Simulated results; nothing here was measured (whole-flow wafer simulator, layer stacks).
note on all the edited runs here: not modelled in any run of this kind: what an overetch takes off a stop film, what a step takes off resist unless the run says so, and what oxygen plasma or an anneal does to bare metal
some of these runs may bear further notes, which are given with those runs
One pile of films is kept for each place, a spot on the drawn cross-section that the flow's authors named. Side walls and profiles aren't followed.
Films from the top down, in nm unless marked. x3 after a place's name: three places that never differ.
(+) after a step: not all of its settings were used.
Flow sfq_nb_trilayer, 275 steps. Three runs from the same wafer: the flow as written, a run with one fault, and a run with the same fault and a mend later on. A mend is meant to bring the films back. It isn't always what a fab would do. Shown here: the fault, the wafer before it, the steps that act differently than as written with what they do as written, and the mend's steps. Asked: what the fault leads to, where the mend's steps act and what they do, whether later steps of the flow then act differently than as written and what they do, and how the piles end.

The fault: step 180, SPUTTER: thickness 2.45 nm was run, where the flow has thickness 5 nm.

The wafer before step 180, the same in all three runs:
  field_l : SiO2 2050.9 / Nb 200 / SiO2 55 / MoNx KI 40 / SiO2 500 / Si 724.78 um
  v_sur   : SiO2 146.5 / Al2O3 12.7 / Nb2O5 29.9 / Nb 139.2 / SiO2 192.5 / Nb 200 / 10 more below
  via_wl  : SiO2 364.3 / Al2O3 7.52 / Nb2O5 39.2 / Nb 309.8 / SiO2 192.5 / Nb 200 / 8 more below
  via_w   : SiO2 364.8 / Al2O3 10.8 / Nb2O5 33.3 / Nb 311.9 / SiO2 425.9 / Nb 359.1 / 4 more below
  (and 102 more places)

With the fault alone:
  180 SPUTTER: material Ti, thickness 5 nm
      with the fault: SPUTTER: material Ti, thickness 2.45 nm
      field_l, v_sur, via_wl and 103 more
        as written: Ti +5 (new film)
        with the fault: Ti +2.45 (new film)
  Later steps of the flow that act differently than as written (20 more steps differ only slightly, by at most 2% or 0.5 nm, whichever is larger, and aren't shown):
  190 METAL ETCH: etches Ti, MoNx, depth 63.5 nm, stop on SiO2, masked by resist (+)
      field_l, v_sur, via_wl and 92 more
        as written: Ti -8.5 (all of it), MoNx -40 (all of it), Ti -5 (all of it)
        with the fault: Ti -8.5 (all of it), MoNx -40 (all of it), Ti -2.45 (all of it)
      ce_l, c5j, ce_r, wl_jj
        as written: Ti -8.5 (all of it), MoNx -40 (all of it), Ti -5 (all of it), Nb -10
        with the fault: Ti -8.5 (all of it), MoNx -40 (all of it), Ti -2.45 (all of it), Nb -12.6
  At the end the piles differ from the flow's by more than 2% or 0.5 nm, whichever is larger, at be_r, r_sur, res, r_end, r5r_line_l, r5r_line_c, r5r_line_r.
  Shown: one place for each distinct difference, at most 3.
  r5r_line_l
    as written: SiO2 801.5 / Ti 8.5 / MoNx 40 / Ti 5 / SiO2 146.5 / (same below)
    with the fault: SiO2 804 / Ti 8.5 / MoNx 40 / Ti 2.45 / SiO2 146.5 / (same below)
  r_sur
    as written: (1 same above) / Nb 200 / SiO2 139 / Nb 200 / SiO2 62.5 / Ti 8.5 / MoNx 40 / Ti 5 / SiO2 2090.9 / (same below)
    with the fault: (1 same above) / Nb 200 / SiO2 141.6 / Nb 200 / SiO2 62.5 / Ti 8.5 / MoNx 40 / Ti 2.45 / SiO2 2090.9 / (same below)
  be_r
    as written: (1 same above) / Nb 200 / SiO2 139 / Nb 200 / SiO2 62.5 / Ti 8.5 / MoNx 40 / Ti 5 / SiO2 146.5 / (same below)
    with the fault: (1 same above) / Nb 200 / SiO2 141.6 / Nb 200 / SiO2 62.5 / Ti 8.5 / MoNx 40 / Ti 2.45 / SiO2 146.5 / (same below)

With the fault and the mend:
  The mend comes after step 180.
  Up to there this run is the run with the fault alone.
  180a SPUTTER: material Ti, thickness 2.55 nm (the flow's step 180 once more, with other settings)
      field_l, v_sur, via_wl and 103 more
        Ti +2.55
  No later step of the flow acts differently than as written at any place that is followed.
  At the end the piles are the same as the flow's at every place that both follow.
